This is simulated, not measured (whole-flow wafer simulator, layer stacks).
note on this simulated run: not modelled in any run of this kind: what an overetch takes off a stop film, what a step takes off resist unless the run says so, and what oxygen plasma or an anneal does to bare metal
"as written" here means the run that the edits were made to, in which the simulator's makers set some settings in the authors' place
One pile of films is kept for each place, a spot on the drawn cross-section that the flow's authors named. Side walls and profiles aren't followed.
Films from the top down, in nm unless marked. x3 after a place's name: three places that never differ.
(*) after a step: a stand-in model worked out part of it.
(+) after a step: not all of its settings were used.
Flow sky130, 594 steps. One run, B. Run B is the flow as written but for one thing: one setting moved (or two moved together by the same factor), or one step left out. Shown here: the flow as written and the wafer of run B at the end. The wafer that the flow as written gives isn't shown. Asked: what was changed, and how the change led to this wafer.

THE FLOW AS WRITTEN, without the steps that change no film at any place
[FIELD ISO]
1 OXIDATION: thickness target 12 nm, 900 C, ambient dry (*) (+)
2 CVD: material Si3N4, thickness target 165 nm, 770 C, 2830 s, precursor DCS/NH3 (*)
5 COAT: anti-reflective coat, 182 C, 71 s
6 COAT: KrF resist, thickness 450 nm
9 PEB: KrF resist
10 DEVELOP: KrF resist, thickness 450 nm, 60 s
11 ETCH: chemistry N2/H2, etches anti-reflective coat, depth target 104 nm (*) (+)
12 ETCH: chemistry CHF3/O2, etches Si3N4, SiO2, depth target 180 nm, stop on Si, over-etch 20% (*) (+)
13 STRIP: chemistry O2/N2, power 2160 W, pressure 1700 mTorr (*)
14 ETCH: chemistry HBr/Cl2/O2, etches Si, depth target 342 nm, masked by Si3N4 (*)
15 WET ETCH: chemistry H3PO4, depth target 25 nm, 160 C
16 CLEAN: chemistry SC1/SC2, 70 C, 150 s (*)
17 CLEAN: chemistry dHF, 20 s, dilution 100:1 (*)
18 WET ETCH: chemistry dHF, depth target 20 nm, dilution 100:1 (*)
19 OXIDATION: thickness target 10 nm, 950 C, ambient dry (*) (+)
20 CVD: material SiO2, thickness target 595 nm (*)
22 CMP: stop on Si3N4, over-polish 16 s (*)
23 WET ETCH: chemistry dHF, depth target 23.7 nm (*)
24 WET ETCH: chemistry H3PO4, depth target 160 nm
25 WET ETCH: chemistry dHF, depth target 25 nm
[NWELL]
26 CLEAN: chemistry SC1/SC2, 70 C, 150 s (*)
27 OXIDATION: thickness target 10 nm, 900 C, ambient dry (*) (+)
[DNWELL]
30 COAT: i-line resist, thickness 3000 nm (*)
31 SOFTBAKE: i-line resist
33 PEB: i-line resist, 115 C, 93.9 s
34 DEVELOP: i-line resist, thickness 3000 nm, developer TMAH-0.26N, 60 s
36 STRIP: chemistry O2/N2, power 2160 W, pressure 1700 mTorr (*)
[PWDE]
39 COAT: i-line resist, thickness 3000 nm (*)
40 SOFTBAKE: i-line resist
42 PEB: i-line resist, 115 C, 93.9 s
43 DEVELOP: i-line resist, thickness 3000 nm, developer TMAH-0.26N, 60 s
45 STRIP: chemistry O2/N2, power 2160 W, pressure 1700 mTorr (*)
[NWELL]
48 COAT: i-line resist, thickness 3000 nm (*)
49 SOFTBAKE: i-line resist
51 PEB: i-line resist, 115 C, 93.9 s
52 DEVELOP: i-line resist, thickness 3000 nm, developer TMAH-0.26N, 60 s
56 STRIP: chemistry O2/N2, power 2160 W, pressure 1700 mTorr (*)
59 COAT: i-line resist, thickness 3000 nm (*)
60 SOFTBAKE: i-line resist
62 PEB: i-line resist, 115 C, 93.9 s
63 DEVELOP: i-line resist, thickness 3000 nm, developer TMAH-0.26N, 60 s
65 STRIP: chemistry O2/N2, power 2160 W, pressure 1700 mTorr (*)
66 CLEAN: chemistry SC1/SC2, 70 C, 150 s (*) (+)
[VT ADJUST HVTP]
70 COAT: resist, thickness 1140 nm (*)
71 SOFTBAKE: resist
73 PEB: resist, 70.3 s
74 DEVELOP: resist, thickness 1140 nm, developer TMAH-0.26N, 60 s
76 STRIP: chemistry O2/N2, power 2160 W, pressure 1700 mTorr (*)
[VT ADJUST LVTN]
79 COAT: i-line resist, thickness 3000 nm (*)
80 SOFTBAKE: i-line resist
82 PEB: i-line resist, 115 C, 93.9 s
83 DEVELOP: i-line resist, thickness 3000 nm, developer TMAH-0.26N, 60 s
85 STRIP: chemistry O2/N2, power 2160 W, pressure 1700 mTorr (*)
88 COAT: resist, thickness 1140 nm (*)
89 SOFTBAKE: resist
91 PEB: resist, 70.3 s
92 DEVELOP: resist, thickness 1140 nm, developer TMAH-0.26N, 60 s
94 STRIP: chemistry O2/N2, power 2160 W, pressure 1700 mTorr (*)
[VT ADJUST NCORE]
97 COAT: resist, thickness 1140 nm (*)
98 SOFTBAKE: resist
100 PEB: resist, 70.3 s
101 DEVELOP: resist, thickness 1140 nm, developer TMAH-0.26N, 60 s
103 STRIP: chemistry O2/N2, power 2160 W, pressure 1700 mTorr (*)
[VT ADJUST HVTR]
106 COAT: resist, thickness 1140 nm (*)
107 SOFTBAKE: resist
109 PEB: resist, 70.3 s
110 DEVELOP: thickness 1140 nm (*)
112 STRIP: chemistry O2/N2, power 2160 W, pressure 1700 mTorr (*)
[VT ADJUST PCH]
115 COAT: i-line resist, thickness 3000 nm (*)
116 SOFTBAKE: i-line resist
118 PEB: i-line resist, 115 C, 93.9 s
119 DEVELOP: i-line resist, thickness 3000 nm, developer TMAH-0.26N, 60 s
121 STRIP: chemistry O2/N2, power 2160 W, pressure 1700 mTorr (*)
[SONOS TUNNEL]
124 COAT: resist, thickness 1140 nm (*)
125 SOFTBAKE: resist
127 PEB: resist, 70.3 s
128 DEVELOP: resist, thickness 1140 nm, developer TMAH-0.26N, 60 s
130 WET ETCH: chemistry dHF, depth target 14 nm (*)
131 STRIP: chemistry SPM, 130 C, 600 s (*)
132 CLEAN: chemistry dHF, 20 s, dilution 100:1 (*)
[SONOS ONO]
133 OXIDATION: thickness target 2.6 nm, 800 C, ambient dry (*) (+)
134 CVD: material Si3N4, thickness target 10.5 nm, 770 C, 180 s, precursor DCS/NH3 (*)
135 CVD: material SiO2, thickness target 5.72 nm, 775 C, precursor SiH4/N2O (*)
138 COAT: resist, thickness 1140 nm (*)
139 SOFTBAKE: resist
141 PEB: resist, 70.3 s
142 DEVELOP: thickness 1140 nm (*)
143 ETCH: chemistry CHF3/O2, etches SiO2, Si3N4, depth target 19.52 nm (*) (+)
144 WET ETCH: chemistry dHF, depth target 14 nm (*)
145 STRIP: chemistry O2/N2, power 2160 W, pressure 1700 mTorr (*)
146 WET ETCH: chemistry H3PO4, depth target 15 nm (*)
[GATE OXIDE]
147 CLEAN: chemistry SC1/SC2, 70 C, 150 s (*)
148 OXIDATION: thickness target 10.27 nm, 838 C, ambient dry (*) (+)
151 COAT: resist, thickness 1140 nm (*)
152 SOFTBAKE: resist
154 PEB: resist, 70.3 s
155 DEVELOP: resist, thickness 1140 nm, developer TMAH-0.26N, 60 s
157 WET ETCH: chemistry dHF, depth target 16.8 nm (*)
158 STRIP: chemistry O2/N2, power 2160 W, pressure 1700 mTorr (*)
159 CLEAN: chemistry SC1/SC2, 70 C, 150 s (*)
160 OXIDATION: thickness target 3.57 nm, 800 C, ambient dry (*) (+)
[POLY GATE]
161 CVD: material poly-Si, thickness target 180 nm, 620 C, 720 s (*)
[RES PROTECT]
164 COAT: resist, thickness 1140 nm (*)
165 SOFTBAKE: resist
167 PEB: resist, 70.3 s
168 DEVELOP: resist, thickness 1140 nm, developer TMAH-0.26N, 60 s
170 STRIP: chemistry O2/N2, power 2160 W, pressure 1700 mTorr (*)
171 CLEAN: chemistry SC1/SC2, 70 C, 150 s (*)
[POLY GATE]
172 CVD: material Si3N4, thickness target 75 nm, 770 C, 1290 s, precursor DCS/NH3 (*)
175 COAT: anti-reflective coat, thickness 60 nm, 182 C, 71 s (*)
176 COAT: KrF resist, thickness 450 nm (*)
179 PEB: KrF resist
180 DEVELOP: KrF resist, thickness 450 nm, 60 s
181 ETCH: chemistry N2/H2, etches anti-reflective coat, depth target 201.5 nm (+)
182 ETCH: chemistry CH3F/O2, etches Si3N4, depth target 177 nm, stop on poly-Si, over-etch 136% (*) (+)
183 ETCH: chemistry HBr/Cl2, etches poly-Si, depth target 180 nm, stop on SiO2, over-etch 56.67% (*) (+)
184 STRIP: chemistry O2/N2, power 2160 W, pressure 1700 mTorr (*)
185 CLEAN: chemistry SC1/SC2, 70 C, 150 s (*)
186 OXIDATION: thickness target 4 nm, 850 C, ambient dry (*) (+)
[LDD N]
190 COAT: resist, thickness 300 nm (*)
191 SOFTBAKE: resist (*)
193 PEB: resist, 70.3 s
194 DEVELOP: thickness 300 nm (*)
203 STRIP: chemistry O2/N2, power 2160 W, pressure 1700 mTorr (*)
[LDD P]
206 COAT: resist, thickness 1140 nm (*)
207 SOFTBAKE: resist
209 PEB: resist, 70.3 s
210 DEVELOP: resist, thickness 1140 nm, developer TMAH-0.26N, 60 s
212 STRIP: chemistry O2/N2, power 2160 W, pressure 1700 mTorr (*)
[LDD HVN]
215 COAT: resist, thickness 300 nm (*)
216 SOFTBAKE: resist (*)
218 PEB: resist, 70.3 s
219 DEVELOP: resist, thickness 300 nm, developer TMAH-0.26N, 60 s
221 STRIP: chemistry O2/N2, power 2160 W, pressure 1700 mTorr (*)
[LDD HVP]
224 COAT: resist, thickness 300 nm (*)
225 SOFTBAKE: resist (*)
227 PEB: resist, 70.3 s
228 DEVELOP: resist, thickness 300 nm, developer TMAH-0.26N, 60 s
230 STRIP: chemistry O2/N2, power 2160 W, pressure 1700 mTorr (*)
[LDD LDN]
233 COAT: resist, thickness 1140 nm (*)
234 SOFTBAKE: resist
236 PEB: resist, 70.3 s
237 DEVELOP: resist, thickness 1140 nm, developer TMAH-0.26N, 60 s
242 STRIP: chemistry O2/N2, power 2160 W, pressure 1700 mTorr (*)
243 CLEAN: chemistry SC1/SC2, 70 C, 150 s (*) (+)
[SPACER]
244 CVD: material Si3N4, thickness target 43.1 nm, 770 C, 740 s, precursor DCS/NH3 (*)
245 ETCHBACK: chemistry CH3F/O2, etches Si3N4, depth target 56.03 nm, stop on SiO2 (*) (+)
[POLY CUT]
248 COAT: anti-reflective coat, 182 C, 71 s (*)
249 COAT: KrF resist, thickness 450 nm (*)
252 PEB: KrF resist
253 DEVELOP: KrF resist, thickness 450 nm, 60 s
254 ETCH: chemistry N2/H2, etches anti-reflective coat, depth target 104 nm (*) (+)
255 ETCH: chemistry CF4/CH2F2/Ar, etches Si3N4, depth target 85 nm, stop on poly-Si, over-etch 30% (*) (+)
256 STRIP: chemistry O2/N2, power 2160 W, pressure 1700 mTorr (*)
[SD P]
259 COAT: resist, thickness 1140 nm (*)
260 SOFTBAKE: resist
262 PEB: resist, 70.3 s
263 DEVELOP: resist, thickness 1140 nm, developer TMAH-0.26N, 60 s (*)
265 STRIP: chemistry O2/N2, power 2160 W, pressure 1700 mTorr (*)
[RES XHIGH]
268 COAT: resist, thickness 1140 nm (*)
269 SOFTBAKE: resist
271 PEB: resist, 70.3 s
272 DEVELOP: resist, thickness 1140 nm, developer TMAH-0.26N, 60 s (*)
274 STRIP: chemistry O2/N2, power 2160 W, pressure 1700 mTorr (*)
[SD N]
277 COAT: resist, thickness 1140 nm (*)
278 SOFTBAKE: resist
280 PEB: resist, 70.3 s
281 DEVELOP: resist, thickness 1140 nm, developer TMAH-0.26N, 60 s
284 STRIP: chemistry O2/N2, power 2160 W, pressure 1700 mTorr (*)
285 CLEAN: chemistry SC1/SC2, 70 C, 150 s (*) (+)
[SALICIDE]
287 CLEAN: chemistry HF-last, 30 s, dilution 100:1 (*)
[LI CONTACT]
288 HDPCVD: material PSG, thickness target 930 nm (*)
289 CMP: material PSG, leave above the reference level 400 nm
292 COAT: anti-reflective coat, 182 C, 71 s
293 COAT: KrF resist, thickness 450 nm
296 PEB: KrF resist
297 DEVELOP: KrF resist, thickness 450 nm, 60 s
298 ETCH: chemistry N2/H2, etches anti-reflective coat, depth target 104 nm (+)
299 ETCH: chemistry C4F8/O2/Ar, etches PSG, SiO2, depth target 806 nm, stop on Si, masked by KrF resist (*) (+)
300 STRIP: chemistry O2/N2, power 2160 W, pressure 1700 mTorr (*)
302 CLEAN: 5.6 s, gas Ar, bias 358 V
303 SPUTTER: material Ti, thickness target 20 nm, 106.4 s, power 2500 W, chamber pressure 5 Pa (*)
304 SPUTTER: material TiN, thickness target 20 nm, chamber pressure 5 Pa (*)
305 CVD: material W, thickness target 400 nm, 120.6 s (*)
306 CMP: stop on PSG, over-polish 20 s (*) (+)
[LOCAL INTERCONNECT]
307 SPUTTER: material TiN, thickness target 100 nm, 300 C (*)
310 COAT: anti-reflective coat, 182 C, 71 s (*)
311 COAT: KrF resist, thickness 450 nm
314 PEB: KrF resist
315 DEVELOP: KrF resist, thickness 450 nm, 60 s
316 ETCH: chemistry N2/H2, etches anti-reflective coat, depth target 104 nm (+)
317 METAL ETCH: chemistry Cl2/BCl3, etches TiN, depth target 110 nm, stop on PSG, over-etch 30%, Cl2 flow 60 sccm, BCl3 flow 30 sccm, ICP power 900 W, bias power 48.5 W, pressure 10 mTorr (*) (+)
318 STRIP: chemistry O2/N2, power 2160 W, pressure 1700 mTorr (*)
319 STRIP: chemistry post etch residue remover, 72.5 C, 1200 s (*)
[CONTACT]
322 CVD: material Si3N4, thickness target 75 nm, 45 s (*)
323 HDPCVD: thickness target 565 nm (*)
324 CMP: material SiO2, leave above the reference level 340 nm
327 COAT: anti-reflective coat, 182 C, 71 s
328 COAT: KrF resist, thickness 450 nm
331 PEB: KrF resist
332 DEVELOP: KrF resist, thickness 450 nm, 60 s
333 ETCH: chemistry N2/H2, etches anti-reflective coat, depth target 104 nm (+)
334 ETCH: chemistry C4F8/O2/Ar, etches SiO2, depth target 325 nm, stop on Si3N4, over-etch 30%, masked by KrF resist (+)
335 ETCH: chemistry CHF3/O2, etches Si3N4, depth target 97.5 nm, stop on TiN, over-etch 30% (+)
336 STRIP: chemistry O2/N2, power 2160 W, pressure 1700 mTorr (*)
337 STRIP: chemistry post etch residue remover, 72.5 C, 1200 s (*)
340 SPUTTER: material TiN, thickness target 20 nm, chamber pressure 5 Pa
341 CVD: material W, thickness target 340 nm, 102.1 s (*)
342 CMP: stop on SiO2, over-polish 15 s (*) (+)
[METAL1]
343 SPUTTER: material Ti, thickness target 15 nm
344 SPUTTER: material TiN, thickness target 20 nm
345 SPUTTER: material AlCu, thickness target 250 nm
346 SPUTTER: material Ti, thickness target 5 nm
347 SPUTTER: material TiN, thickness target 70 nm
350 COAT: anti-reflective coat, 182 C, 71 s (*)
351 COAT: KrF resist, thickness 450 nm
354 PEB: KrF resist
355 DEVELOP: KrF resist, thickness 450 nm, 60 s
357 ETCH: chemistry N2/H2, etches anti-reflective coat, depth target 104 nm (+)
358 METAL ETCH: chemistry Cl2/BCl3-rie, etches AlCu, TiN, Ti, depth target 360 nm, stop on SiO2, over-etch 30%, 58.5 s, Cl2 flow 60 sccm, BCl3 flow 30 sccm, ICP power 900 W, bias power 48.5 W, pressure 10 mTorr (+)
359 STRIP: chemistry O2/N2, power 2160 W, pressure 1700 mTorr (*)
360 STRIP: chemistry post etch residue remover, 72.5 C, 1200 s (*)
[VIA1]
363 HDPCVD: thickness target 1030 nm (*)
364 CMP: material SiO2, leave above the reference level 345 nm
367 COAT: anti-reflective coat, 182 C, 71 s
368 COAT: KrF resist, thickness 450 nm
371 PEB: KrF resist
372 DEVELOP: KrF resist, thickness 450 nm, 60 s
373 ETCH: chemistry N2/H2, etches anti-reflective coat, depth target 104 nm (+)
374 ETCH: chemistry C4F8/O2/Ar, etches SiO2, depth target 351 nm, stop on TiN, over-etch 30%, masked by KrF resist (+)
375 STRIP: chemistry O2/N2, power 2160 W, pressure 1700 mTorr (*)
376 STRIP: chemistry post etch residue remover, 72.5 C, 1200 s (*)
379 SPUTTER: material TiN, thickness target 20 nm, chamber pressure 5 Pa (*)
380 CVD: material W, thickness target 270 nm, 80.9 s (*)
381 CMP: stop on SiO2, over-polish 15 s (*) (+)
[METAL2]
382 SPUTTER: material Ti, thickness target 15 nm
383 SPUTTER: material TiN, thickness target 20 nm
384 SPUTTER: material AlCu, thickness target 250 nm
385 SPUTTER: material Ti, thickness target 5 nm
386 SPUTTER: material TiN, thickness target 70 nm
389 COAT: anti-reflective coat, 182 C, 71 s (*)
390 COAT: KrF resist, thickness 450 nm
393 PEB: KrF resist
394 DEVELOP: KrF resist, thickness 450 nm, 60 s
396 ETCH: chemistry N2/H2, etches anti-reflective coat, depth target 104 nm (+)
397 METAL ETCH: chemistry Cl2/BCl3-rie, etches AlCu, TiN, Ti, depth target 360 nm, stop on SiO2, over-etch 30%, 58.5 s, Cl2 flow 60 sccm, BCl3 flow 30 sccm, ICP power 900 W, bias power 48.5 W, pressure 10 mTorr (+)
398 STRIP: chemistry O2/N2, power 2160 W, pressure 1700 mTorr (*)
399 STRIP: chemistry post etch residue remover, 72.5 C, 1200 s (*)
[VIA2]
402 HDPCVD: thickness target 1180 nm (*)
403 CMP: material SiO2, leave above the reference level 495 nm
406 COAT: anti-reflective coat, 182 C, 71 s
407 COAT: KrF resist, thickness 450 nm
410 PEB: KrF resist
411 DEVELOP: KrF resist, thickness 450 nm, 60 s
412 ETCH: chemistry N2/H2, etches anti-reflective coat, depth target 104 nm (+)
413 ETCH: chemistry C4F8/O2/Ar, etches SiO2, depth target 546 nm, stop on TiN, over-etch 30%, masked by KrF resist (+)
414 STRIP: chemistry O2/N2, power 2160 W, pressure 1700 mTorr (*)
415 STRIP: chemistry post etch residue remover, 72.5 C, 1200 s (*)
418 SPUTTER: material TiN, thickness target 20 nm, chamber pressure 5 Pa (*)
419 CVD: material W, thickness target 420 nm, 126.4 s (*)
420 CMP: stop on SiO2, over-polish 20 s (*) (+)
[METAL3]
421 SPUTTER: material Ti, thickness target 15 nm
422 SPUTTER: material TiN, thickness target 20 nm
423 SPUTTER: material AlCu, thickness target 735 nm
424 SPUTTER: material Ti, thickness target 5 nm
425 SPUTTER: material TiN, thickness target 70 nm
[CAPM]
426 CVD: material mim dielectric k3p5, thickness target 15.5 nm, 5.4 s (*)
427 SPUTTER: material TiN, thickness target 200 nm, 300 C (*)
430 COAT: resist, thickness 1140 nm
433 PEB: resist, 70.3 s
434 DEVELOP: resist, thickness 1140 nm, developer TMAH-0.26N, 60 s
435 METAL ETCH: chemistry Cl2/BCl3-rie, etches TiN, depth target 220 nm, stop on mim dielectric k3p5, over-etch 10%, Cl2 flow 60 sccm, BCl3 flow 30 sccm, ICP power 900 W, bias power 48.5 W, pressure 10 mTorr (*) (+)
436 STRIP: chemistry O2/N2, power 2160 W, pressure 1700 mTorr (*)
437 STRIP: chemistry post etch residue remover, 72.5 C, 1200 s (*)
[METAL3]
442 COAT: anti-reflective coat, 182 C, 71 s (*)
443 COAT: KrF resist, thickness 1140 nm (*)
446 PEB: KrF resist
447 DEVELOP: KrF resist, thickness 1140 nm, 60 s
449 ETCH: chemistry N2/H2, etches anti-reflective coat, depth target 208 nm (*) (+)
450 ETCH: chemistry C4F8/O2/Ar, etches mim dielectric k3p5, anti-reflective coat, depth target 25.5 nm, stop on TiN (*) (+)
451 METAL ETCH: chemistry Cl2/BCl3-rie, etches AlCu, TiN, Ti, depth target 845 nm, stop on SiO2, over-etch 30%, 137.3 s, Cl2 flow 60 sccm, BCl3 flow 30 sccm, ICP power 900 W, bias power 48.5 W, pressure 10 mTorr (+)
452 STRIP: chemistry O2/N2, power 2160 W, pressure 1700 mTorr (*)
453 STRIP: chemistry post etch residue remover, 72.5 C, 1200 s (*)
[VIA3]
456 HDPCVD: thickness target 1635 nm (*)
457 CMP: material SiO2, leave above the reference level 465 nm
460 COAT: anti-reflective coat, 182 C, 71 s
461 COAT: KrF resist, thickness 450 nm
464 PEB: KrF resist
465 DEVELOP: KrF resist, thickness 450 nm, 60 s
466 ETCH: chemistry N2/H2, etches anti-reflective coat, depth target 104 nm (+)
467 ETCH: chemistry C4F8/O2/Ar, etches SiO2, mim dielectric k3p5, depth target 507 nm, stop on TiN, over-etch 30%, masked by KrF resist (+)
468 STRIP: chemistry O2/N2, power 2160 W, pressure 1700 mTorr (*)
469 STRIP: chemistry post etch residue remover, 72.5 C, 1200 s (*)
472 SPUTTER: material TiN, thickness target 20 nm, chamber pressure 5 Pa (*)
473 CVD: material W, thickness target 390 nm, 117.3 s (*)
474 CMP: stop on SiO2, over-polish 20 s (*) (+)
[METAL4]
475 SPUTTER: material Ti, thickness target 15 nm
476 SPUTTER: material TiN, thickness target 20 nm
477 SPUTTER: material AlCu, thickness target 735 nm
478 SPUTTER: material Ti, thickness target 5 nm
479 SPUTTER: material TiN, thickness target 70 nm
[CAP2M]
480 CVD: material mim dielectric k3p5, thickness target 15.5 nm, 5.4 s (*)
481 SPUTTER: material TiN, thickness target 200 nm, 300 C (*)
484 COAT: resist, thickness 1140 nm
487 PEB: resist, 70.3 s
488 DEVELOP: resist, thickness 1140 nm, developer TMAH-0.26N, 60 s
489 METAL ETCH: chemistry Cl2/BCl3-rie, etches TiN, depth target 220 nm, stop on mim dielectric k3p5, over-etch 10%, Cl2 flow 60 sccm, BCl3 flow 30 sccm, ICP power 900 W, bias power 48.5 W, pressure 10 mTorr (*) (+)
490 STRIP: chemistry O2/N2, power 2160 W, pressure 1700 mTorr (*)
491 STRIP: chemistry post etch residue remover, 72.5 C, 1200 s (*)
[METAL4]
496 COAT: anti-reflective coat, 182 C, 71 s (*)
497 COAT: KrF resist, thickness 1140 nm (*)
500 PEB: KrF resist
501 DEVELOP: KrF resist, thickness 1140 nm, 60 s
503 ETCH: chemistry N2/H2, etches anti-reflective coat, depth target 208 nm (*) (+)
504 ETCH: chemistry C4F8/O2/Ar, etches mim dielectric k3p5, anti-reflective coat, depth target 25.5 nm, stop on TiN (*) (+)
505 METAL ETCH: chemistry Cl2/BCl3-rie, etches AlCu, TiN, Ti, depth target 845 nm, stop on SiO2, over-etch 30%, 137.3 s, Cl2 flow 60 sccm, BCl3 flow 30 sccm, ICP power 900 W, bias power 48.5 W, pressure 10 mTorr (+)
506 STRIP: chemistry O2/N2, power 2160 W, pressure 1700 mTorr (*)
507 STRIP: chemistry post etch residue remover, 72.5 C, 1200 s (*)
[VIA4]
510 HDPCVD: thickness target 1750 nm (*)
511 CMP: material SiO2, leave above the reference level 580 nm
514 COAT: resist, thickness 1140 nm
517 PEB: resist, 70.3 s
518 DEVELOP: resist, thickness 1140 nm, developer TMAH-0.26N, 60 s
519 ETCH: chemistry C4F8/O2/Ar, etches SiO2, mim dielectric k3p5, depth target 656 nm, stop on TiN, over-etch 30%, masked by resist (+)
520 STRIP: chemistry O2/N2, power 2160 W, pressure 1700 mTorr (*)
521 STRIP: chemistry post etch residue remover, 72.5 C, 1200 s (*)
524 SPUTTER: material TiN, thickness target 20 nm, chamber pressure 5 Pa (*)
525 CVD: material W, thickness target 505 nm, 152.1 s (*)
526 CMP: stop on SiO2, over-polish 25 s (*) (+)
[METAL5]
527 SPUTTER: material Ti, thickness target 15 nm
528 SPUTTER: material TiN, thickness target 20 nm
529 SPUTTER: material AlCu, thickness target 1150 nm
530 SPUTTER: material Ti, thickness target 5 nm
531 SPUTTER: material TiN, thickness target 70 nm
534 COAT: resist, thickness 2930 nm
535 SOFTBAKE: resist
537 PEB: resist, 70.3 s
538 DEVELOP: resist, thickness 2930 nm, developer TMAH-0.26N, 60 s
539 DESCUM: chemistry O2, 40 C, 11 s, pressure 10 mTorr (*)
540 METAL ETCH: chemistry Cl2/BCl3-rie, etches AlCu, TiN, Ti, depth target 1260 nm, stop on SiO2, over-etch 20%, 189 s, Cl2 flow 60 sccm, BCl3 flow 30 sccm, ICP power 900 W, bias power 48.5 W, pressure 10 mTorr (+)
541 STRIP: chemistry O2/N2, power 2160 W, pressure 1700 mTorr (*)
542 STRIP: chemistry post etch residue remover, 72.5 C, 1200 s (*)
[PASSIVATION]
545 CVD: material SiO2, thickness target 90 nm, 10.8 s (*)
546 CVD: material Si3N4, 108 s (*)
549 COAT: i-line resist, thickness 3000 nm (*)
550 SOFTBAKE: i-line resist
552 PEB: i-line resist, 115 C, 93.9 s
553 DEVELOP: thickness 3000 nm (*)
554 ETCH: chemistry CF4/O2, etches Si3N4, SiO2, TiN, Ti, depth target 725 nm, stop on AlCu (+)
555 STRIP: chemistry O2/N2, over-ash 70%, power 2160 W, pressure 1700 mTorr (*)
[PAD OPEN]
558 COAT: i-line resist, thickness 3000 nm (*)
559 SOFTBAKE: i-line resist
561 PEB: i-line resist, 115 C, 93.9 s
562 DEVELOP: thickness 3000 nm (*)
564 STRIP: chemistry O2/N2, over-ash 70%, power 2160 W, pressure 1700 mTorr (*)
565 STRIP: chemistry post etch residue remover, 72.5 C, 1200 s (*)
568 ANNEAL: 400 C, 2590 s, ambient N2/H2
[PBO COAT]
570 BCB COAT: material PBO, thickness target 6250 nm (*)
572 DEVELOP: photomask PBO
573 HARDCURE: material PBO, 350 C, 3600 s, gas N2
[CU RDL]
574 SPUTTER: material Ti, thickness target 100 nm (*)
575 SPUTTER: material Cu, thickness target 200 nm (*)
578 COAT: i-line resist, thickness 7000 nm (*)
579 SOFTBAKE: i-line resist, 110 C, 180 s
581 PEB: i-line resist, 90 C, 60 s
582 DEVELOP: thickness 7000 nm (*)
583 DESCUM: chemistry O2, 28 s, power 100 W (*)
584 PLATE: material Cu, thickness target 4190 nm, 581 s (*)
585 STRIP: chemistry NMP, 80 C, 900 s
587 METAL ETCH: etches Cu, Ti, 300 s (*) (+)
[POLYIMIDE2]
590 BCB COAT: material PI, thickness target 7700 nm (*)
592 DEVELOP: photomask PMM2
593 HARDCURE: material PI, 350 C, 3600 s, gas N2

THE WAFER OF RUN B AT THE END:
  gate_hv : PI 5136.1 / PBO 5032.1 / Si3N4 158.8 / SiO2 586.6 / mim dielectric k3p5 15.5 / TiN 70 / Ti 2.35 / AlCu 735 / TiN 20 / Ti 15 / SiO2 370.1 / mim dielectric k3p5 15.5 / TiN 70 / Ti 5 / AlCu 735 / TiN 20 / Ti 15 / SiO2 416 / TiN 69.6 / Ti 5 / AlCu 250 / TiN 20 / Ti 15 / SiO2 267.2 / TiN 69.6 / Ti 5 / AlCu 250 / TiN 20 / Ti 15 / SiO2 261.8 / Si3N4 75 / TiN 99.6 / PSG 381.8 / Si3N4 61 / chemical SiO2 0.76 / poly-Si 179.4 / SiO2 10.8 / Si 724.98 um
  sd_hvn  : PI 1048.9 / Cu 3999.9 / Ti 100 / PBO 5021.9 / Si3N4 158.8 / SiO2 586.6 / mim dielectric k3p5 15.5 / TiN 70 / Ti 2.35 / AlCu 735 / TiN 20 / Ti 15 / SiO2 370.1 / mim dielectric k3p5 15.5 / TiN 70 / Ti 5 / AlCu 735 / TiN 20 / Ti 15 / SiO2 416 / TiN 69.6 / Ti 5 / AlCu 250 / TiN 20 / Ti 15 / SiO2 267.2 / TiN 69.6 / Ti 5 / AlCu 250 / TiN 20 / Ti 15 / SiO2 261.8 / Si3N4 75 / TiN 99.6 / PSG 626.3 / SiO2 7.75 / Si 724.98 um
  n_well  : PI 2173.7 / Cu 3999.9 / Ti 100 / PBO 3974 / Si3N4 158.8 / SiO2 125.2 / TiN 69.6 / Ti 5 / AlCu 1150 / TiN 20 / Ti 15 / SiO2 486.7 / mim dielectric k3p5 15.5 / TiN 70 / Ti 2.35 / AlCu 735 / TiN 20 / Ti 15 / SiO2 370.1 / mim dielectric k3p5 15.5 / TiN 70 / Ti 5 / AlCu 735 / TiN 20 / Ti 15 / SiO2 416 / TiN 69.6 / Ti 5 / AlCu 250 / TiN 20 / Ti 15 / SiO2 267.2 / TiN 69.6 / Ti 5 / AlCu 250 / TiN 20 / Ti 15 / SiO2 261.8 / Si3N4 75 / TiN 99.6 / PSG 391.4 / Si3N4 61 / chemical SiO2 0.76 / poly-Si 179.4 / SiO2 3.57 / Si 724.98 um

The cause: step 478, SPUTTER: thickness target 2.35 nm was run, where the flow has thickness target 5 nm.
It can be read off the wafer: gate_hv has Ti 2.35, and step 478 as written asks for 5 nm.

How the change led to this, step by step:
  478 SPUTTER: material Ti, thickness target 5 nm
      field, active, n_well and 189 more: Ti +2.35 (new film) (as written it would be: Ti +5 (new film))
  505 METAL ETCH: chemistry Cl2/BCl3-rie, etches AlCu, TiN, Ti, depth target 845 nm, stop on SiO2, over-etch 30%, 137.3 s, Cl2 flow 60 sccm, BCl3 flow 30 sccm, ICP power 900 W, bias power 48.5 W, pressure 10 mTorr (+)
      field, gate, spacer and 68 more: TiN -70 (all of it), Ti -2.35 (all of it), AlCu -735 (all of it), TiN -20 (all of it), Ti -15 (all of it), SiO2 -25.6 (as written it would be: TiN -70 (all of it), Ti -5 (all of it), AlCu -735 (all of it), TiN -20 (all of it), Ti -15 (all of it), SiO2 -25.4)
      active, vpp_iso1, mim_edge_plate and 14 more: TiN -70 (all of it), Ti -2.35 (all of it), AlCu -735 (all of it), TiN -20 (all of it), Ti -15 (all of it), SiO2 -25.6 (as written it would be: TiN -70 (all of it), Ti -5 (all of it), AlCu -735 (all of it), TiN -20 (all of it), Ti -15 (all of it), SiO2 -25.3)
